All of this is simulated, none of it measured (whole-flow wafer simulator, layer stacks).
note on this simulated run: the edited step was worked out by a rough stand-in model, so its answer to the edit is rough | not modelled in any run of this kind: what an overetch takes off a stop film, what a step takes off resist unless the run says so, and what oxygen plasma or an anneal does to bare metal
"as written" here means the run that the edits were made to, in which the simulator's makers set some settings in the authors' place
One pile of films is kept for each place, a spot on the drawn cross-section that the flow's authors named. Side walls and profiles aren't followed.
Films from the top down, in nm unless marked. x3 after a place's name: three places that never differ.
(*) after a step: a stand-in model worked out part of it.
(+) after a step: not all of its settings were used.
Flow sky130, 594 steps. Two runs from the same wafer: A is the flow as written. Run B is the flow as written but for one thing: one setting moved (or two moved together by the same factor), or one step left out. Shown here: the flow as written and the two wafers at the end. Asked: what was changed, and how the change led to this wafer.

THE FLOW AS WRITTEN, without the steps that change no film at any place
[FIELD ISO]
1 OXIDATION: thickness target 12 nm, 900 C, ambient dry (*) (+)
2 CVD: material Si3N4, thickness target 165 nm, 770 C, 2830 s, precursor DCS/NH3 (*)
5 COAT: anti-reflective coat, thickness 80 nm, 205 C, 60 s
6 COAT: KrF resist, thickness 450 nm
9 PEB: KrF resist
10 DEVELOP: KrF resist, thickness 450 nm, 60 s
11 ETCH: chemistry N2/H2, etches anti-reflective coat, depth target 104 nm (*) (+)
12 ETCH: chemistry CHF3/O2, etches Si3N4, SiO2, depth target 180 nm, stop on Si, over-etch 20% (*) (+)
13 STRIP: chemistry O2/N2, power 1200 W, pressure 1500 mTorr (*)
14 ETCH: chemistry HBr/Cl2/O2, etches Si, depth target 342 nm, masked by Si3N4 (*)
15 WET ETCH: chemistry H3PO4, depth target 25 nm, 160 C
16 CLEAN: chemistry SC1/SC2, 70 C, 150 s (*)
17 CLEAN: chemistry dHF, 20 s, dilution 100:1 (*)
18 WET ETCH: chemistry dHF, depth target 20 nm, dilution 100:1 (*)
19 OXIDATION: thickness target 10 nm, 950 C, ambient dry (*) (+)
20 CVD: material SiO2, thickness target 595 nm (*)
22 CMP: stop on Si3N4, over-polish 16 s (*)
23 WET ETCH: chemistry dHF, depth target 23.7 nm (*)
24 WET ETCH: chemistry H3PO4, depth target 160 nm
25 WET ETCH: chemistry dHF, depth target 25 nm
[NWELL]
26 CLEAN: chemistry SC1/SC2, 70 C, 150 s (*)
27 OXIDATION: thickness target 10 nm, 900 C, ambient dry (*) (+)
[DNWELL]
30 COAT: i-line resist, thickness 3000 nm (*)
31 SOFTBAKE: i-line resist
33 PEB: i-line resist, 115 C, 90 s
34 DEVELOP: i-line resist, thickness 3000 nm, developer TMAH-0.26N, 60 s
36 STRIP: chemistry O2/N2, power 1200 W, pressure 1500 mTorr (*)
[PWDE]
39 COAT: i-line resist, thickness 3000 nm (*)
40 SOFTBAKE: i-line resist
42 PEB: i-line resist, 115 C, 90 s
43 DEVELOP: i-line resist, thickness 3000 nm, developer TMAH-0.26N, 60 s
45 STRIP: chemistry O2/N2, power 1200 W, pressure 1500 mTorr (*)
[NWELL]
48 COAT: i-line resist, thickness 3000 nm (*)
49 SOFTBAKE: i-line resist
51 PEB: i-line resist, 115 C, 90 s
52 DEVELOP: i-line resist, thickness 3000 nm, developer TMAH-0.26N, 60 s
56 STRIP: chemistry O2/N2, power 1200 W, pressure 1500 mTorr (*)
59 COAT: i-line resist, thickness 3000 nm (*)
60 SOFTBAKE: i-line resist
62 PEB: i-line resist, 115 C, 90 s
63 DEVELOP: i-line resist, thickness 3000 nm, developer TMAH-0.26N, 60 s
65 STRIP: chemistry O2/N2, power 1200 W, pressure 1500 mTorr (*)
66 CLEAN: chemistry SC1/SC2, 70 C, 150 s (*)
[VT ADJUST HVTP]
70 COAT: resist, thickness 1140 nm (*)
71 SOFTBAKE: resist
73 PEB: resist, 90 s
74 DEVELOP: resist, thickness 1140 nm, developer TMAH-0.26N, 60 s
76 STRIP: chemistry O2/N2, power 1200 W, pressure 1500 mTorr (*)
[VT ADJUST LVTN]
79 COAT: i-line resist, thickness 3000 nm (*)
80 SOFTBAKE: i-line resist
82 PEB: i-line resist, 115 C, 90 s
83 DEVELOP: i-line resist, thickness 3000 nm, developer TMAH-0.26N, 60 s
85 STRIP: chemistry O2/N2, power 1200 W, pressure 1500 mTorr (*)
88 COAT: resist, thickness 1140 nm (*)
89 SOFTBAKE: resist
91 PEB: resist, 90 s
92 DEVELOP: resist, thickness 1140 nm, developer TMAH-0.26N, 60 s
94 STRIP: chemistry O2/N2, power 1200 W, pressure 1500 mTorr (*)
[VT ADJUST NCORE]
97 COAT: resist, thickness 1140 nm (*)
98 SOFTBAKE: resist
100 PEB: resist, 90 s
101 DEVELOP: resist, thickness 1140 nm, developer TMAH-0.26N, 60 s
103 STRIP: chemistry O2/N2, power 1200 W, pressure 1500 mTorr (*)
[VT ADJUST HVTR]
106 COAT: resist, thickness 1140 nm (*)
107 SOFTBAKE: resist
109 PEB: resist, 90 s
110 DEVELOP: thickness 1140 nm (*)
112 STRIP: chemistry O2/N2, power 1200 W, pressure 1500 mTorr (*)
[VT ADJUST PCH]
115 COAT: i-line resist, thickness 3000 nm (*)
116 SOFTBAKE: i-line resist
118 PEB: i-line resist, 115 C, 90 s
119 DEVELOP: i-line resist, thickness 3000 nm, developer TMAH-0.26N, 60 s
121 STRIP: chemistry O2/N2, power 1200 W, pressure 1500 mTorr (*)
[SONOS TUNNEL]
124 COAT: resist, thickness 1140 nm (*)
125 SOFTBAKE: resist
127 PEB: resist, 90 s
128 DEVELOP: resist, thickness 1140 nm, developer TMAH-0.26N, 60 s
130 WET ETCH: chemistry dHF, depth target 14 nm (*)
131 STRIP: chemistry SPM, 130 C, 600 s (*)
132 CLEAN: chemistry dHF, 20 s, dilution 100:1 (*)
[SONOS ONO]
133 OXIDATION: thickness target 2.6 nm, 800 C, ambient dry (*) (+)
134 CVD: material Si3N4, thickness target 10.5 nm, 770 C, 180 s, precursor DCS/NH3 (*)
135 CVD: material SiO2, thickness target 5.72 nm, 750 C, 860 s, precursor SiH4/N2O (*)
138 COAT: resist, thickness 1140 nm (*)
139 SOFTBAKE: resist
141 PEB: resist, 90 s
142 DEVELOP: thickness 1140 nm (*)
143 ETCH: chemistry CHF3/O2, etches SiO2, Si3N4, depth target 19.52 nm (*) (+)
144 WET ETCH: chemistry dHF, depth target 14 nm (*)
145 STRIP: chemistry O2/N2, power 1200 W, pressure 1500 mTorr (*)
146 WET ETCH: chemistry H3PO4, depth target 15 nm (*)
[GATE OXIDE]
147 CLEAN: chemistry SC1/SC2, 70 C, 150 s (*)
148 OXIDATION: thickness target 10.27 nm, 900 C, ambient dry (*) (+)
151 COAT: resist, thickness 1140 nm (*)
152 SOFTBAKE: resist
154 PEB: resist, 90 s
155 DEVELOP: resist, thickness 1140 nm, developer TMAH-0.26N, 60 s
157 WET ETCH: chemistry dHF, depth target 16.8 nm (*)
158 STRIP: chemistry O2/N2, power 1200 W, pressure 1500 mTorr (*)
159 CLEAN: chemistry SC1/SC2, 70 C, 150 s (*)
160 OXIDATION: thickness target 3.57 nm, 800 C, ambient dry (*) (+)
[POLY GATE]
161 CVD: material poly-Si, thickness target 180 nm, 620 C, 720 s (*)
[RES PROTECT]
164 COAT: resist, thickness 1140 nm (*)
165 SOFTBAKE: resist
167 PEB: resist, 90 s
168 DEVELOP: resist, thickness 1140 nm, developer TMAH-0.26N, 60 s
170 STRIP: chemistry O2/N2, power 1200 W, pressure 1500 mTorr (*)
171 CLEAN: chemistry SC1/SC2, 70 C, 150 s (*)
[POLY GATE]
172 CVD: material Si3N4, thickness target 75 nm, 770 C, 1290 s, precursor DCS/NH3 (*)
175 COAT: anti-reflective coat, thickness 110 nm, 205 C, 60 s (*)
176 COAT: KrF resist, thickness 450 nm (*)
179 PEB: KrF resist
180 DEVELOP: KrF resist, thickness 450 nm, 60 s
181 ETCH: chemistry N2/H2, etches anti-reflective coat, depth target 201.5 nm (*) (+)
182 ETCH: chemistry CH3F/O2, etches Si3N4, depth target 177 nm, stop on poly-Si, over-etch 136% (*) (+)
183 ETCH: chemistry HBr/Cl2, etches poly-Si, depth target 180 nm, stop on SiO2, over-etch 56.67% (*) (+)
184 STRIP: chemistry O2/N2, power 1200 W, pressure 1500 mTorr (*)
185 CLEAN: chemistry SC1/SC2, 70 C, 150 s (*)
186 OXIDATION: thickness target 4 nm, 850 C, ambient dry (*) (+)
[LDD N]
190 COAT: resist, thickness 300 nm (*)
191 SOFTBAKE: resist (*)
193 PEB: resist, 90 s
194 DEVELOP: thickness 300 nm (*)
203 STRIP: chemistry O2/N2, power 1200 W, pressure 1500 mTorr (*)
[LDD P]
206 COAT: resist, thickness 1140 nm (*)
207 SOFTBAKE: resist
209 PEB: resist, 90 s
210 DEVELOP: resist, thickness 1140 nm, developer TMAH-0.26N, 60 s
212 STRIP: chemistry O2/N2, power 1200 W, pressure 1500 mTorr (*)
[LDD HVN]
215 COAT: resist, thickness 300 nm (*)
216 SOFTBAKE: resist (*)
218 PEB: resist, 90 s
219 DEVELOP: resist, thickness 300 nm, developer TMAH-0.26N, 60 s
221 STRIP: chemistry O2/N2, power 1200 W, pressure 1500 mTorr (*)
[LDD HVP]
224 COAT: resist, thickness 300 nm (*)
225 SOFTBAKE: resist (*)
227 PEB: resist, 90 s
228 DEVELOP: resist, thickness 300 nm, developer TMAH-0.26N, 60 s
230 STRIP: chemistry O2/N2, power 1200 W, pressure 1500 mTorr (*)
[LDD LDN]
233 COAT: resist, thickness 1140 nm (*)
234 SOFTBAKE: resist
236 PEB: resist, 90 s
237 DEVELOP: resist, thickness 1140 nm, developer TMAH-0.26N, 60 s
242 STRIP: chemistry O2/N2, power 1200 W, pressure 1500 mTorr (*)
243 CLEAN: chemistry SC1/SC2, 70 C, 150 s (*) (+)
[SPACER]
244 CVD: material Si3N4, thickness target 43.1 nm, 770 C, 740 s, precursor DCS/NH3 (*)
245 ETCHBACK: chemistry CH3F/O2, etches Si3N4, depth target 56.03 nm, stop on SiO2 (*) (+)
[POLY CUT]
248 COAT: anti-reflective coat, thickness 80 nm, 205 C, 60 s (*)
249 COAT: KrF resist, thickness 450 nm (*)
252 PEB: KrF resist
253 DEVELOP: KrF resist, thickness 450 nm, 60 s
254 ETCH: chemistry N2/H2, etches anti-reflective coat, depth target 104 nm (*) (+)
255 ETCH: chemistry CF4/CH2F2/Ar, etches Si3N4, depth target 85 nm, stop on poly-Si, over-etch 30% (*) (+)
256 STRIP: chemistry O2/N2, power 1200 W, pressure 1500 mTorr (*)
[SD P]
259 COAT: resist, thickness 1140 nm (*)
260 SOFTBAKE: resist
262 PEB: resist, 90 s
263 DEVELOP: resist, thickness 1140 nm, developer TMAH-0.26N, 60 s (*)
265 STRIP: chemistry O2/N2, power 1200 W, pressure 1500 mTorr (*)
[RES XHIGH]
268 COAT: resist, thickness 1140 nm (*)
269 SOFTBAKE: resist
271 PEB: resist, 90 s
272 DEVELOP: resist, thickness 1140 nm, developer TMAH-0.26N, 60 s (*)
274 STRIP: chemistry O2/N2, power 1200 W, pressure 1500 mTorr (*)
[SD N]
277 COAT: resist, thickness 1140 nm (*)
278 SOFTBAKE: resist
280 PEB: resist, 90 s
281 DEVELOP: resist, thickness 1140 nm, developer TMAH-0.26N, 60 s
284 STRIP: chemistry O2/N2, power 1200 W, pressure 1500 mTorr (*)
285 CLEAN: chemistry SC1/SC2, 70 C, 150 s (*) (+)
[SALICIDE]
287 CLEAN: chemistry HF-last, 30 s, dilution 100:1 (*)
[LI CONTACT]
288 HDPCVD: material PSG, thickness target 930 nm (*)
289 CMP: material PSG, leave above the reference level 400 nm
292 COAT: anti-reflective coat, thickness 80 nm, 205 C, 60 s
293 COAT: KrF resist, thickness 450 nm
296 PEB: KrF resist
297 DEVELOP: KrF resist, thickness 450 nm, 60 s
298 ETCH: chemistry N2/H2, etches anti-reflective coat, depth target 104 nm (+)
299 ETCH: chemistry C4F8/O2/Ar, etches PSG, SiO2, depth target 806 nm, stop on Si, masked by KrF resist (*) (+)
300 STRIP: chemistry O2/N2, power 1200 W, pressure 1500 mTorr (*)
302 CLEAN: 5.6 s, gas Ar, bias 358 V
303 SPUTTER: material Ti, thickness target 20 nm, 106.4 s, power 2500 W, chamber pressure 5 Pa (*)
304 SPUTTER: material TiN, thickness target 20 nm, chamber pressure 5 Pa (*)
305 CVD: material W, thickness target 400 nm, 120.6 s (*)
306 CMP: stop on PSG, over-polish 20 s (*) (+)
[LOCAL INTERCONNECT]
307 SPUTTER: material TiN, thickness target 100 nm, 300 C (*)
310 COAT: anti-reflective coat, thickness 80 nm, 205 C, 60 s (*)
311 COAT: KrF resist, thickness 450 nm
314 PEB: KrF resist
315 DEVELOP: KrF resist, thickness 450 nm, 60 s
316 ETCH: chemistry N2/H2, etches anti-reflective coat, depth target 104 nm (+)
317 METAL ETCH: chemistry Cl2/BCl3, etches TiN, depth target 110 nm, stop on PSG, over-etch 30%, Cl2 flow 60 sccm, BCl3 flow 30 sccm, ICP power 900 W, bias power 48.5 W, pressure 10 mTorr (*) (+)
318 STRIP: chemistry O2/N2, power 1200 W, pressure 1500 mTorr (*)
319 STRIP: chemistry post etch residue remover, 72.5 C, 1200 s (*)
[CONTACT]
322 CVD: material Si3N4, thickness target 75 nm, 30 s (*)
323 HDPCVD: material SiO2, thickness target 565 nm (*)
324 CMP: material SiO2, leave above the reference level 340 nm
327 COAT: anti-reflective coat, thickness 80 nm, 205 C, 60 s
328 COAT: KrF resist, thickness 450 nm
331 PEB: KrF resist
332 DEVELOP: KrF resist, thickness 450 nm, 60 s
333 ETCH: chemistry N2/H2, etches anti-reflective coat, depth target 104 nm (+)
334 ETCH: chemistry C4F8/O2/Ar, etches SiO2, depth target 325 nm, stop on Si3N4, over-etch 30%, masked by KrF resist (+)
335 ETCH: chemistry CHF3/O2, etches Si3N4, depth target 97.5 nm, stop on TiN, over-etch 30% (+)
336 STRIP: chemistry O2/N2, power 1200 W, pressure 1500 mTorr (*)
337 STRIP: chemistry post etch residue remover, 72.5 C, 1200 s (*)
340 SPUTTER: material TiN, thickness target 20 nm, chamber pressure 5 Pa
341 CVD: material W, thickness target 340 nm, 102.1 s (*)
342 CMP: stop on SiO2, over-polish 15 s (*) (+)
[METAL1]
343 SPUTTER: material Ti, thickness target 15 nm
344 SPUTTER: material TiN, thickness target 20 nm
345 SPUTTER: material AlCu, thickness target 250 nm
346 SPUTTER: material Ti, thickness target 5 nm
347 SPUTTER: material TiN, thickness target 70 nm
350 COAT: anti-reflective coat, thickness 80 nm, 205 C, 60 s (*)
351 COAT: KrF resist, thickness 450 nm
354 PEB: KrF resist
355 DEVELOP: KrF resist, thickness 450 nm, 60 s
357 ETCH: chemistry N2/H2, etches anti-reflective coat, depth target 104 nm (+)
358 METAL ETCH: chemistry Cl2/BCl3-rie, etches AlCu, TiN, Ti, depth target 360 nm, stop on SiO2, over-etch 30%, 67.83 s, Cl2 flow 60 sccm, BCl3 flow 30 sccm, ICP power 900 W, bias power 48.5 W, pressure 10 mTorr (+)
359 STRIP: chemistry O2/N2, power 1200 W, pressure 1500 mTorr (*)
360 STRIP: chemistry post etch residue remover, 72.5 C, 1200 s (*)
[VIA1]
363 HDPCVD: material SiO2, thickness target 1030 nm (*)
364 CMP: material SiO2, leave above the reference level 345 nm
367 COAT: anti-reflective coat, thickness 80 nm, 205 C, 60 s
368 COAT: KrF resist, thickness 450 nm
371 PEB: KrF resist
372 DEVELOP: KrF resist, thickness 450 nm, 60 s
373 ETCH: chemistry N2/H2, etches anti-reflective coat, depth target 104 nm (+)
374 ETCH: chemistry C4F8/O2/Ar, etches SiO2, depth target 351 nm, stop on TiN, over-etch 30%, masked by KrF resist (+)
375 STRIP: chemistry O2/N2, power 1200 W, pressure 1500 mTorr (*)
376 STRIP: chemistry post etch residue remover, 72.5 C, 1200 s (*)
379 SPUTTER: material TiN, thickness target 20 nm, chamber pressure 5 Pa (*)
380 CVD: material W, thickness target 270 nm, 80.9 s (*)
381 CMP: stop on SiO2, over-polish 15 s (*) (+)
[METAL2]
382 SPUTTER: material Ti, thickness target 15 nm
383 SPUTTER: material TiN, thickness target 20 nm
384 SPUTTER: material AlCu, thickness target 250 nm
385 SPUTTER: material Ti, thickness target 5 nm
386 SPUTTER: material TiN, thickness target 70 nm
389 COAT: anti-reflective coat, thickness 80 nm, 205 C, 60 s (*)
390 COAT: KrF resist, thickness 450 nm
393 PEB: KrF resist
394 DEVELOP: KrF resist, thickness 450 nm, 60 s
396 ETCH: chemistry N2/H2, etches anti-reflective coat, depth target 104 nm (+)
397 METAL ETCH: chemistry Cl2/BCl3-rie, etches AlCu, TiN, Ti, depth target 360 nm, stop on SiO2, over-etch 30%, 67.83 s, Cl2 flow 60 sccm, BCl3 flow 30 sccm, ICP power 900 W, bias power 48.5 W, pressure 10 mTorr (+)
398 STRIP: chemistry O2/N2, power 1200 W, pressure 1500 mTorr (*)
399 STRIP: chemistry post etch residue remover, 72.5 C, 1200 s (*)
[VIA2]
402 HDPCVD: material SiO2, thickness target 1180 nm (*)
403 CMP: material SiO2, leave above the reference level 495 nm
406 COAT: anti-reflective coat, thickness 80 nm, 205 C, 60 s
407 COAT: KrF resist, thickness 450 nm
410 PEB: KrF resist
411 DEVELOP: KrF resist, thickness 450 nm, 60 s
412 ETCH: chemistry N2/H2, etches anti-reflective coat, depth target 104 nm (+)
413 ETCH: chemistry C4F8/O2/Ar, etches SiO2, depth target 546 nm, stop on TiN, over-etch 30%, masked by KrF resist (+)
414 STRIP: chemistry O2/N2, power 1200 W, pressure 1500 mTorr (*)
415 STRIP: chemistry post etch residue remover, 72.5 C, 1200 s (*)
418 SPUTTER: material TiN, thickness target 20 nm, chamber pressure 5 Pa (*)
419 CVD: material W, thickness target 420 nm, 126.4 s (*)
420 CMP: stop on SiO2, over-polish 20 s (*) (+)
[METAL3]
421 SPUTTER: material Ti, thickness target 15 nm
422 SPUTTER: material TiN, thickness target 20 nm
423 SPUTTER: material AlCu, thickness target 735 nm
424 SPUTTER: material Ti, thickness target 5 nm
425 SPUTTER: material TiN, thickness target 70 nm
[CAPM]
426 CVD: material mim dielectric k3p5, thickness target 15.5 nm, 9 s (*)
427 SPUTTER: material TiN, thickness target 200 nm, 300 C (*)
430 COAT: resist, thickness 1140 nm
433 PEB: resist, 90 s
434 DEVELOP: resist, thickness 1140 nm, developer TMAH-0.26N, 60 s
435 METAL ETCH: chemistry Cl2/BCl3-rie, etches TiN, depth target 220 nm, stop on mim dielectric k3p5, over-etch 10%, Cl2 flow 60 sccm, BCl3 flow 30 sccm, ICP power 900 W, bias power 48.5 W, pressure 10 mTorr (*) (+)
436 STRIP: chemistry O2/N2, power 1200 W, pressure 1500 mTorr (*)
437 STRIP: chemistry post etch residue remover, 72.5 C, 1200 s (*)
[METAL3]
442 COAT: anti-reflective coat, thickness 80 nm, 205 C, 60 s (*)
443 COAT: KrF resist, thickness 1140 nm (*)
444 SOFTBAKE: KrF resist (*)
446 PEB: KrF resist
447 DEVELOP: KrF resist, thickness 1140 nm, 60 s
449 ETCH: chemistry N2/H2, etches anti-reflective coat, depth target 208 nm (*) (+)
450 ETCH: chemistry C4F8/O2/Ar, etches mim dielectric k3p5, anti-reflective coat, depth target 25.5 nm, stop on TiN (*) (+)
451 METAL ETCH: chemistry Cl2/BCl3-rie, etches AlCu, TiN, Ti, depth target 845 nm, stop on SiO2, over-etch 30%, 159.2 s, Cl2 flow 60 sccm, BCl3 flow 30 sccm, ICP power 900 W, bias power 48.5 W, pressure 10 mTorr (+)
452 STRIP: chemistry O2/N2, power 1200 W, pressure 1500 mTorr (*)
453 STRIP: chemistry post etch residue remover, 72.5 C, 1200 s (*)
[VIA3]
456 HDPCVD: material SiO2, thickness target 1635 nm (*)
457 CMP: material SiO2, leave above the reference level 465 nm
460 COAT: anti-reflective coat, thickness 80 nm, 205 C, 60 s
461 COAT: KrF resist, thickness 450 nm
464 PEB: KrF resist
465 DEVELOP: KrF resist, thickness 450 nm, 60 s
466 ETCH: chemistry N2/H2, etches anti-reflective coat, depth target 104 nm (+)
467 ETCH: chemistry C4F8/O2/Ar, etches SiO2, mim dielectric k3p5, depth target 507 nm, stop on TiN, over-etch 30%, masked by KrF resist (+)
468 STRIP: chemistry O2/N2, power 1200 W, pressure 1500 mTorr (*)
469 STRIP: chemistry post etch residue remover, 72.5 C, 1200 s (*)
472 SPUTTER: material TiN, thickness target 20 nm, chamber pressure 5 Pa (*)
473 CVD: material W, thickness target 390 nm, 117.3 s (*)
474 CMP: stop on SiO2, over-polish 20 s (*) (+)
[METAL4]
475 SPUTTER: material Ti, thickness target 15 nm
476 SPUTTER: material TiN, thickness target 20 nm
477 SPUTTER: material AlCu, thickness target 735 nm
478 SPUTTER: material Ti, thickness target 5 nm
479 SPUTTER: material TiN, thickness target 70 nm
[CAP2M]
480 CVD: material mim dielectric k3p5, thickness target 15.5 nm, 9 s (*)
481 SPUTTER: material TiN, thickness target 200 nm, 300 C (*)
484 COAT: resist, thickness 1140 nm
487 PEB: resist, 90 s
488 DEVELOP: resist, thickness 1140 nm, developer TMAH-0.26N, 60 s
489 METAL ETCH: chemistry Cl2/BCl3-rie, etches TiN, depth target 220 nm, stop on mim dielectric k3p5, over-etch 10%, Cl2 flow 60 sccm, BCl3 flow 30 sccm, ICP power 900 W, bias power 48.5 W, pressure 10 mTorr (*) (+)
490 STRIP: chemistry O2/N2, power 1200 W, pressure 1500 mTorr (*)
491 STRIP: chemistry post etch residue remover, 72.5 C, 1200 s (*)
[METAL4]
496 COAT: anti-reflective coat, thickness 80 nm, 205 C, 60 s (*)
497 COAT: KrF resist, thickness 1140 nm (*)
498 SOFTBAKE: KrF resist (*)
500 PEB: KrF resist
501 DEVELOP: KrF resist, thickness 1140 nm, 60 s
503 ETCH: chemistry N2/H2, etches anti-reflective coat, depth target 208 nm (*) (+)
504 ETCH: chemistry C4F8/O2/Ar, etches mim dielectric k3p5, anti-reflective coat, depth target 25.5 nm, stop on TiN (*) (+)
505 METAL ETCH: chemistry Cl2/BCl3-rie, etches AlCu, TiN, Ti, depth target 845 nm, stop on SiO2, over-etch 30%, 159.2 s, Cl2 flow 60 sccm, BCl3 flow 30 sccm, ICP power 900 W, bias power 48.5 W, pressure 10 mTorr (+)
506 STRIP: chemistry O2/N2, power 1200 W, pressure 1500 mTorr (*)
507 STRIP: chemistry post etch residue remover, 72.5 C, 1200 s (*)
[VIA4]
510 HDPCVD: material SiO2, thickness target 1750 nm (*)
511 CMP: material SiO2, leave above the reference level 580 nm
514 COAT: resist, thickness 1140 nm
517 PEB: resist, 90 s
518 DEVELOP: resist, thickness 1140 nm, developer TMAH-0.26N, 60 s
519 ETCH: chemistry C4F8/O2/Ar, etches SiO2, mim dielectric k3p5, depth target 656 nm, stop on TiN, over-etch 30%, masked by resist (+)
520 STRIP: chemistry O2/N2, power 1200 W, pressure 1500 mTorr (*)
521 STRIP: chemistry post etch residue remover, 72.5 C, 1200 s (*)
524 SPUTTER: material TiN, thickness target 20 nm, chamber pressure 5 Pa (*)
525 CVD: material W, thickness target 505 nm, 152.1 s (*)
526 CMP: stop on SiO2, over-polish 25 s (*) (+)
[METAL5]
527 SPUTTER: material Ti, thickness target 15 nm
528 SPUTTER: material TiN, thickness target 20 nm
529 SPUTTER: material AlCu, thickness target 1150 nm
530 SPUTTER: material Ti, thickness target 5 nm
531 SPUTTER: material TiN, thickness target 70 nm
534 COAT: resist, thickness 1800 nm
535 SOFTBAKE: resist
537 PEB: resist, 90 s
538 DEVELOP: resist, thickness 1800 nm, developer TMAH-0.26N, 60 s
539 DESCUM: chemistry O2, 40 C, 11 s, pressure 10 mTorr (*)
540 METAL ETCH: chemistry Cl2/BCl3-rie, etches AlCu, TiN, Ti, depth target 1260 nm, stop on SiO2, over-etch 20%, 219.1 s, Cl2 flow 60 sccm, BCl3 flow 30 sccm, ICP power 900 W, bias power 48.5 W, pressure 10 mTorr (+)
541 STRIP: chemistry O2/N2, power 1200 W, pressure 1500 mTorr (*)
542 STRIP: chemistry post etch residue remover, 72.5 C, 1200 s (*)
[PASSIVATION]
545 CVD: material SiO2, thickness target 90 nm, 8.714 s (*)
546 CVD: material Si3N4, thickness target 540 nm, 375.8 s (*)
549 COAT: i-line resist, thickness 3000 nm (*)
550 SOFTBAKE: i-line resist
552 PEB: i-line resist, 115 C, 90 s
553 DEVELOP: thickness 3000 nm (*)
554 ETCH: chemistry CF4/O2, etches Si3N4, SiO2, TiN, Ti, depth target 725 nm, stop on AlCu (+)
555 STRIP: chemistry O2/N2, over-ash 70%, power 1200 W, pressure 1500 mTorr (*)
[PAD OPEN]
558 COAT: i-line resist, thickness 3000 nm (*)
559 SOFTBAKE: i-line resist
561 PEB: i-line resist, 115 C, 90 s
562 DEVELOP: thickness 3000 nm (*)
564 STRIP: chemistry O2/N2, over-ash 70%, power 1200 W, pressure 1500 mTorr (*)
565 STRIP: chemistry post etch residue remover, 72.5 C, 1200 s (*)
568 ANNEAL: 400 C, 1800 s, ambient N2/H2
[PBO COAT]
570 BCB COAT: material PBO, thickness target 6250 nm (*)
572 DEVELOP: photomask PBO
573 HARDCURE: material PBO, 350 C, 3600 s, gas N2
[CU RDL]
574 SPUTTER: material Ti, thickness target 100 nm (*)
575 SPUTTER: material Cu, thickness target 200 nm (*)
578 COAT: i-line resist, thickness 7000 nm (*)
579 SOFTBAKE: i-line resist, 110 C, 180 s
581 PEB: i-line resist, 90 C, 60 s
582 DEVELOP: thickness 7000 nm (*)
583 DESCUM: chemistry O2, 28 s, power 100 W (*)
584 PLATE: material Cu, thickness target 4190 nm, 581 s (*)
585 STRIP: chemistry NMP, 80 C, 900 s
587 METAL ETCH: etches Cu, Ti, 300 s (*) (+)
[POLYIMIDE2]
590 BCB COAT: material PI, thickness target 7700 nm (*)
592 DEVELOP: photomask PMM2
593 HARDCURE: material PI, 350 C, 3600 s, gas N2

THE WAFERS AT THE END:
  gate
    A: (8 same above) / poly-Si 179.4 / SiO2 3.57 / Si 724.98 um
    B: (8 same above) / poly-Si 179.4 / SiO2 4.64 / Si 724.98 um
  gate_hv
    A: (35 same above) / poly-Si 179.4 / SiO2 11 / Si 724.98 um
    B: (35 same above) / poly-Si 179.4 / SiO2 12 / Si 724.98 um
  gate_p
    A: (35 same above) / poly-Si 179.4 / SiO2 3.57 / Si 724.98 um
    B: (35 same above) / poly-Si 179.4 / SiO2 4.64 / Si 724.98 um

The cause: step 160, OXIDATION: thickness target 4.64 nm was run, where the flow has thickness target 3.57 nm.
It can be read off the wafer: gate has SiO2 4.64, and step 160 as written asks for 3.57 nm.

How the change led to this, step by step:
  160 OXIDATION: thickness target 3.57 nm, 800 C, ambient dry (*) (+)
      active, n_well, p_well and 58 more: A SiO2 +3.57 (new film), chemical SiO2 -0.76 (all of it), Si -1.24 | B SiO2 +4.64 (new film), chemical SiO2 -0.76 (all of it), Si -1.71
      gate_hv, m1, pad and 37 more: A SiO2 +1.07, Si -0.47 | B SiO2 +2.08, Si -0.92
  175 COAT: anti-reflective coat, thickness 110 nm, 205 C, 60 s (*)
      rpm_encl, rpm_encl_psd: A anti-reflective coat +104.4 (new film) | B anti-reflective coat +108.5 (new film)
  181 ETCH: chemistry N2/H2, etches anti-reflective coat, depth target 201.5 nm (*) (+)
      rpm_encl, rpm_encl_psd: A anti-reflective coat -104.4 (all of it), Si3N4 -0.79 | B anti-reflective coat -108.5 (all of it), Si3N4 -0.73
  299 ETCH: chemistry C4F8/O2/Ar, etches PSG, SiO2, depth target 806 nm, stop on Si, masked by KrF resist (*) (+)
      contact, ndiff_licon, ndiff_licon_cpp: A PSG -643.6 (all of it), SiO2 -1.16 (all of it) | B PSG -643.7 (all of it), SiO2 -2.04 (all of it)
